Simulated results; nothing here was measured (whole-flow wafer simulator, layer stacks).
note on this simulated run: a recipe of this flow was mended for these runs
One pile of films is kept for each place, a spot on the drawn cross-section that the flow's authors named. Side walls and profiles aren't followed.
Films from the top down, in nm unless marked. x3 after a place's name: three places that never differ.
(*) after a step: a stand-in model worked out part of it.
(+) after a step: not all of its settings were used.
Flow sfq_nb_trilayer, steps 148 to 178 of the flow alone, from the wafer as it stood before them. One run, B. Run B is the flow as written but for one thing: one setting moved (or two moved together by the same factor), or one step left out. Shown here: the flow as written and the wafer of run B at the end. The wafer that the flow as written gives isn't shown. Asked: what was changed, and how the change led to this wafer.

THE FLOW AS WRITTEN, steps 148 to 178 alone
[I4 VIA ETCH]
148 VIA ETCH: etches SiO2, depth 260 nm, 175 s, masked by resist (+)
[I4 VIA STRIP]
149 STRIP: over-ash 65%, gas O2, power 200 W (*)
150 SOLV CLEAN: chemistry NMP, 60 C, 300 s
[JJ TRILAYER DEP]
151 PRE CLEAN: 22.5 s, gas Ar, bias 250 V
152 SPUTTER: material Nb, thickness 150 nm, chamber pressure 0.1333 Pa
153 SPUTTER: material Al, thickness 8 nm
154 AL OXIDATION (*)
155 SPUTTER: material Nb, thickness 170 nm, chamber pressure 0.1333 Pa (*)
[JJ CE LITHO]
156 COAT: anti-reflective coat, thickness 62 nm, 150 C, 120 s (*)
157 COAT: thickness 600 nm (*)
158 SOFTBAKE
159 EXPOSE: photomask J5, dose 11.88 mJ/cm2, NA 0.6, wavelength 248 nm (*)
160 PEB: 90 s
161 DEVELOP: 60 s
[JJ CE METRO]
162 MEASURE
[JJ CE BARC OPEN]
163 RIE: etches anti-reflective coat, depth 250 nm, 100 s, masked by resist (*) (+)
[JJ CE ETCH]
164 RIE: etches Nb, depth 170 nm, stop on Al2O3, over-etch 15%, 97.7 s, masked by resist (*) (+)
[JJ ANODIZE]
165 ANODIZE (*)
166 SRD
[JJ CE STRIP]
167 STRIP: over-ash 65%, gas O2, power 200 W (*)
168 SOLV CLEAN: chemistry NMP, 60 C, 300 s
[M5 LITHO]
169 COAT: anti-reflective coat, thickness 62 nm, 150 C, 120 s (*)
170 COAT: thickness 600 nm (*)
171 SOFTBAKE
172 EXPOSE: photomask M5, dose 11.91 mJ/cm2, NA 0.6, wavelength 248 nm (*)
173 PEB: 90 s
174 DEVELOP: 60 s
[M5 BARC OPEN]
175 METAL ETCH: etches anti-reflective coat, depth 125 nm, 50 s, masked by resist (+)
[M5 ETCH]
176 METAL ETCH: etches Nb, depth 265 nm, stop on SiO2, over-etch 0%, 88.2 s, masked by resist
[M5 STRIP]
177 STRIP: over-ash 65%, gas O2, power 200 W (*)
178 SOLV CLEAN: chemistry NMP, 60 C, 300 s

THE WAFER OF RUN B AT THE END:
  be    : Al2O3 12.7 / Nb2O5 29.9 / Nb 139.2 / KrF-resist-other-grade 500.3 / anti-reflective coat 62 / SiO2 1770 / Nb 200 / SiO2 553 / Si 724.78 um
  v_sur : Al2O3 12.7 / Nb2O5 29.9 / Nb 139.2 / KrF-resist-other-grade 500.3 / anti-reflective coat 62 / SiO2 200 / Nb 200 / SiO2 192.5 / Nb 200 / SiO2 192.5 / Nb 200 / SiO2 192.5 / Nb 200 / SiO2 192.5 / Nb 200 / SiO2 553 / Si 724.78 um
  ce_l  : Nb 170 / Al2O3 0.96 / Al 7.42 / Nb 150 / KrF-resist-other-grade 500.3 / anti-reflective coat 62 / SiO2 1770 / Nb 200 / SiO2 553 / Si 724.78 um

The cause: step 149, STRIP: over-ash 65%, gas O2, power 200 W (*), was left out.

How the change led to this, step by step:
  151 PRE CLEAN: 22.5 s, gas Ar, bias 250 V
      field_l, v_sur, via_sp and 100 more: KrF-resist-other-grade -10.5 (as written it would be: SiO2 -7.5)
  152 SPUTTER: material Nb, thickness 150 nm, chamber pressure 0.1333 Pa
      via_wl, via_w, via_wr: Nb +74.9 (as written it would be: Nb +129.8)
  153 SPUTTER: material Al, thickness 8 nm
      via_wl, via_wr: Al +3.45 (new film) (as written it would be: Al +5.13 (new film))
      via_w: Al +4.02 (new film) (as written it would be: Al +7.09 (new film))
  155 SPUTTER: material Nb, thickness 170 nm, chamber pressure 0.1333 Pa (*)
      via_wl, via_wr: Nb +70 (new film) (as written it would be: Nb +139.9 (new film))
      via_w: Nb +70.1 (new film) (as written it would be: Nb +140.2 (new film))
  156 COAT: anti-reflective coat, thickness 62 nm, 150 C, 120 s (*)
      via_wl, via_wr: anti-reflective coat +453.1 (new film) (as written it would be: anti-reflective coat +224.3 (new film))
      field_l: anti-reflective coat +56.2 (new film) (as written it would be: anti-reflective coat +62.7 (new film))
      (and at 5 more places)
  157 COAT: thickness 600 nm (*)
      field_l: KrF-resist-other-grade +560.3 (new film) (as written it would be: KrF-resist-other-grade +583.8 (new film))
      v_sur: KrF-resist-other-grade +533.2 (new film) (as written it would be: KrF-resist-other-grade +602.3 (new film))
      (and at 5 more places)
  160 PEB: 90 s
      via_wl, via_wr: KrF-resist-other-grade -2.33 (as written it would be: KrF-resist-other-grade -1.38)
      via_w: KrF-resist-other-grade -3.52 (as written it would be: KrF-resist-other-grade -1.67)
  161 DEVELOP: 60 s
      field_l: KrF-resist-other-grade -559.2 (all of it) (as written it would be: KrF-resist-other-grade -582.6 (all of it))
      v_sur: KrF-resist-other-grade -532.1 (all of it) (as written it would be: KrF-resist-other-grade -601.1 (all of it))
      (and at 5 more places)
  163 RIE: etches anti-reflective coat, depth 250 nm, 100 s, masked by resist (*) (+)
      via_wl, via_wr: anti-reflective coat -250 (as written it would be: anti-reflective coat -224.3 (all of it))
      field_l: anti-reflective coat -56.2 (all of it) (as written it would be: anti-reflective coat -62.7 (all of it))
      (and at 5 more places)
  164 RIE: etches Nb, depth 170 nm, stop on Al2O3, over-etch 15%, 97.7 s, masked by resist (*) (+)
      via_wl, via_wr: anti-reflective coat -170 (as written it would be: Nb -139.9 (all of it), Al2O3 -0.96 (all of it))
      via_w: Nb -70.1 (all of it), Al2O3 -0.96 (all of it) (as written it would be: Nb -140.2 (all of it), Al2O3 -0.96 (all of it))
  165 ANODIZE (*)
      via_wl, via_wr: nothing (as written it would be: Al2O3 +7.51 (new film), Nb2O5 +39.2 (new film), Al -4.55 (all of it), Nb -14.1)
      via_w: Al2O3 +5.67 (new film), Nb2O5 +42.5 (new film), Al -3.44 (all of it), Nb -15.3 (as written it would be: Al2O3 +10.7 (new film), Nb2O5 +33.4 (new film), Al -6.51 (all of it), Nb -12)
  167 STRIP: over-ash 65%, gas O2, power 200 W (*)
      via_wl, via_wr: anti-reflective coat -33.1 (all of it) (as written it would be: nothing)
  169 COAT: anti-reflective coat, thickness 62 nm, 150 C, 120 s (*)
      via_wl, via_wr: anti-reflective coat +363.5 (new film) (as written it would be: anti-reflective coat +184 (new film))
      field_l: anti-reflective coat +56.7 (new film) (as written it would be: anti-reflective coat +61.6 (new film))
      (and at 8 more places)
  170 COAT: thickness 600 nm (*)
      field_l: KrF-resist-other-grade +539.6 (new film) (as written it would be: KrF-resist-other-grade +578.5 (new film))
      v_sur: KrF-resist-other-grade +494.7 (new film) (as written it would be: KrF-resist-other-grade +593.2 (new film))
      (and at 6 more places)
  173 PEB: 90 s
      via_wl: KrF-resist-other-grade -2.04 (as written it would be: KrF-resist-other-grade -1.36)
      via_w: KrF-resist-other-grade -2.78 (as written it would be: KrF-resist-other-grade -1.59)
      (and at 1 more place)
  174 DEVELOP: 60 s
      field_l: KrF-resist-other-grade -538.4 (all of it) (as written it would be: KrF-resist-other-grade -577.3 (all of it))
  ... 2 more steps ...
  177 STRIP: over-ash 65%, gas O2, power 200 W (*)
      field_l, res, r_end and 48 more: KrF-resist-other-grade -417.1 (all of it), anti-reflective coat -62 (all of it) (as written it would be: nothing)
      r_sur, wl_a_m6: KrF-resist-other-grade -417 (all of it), anti-reflective coat -62 (all of it) (as written it would be: nothing)
      (and at 12 more places)
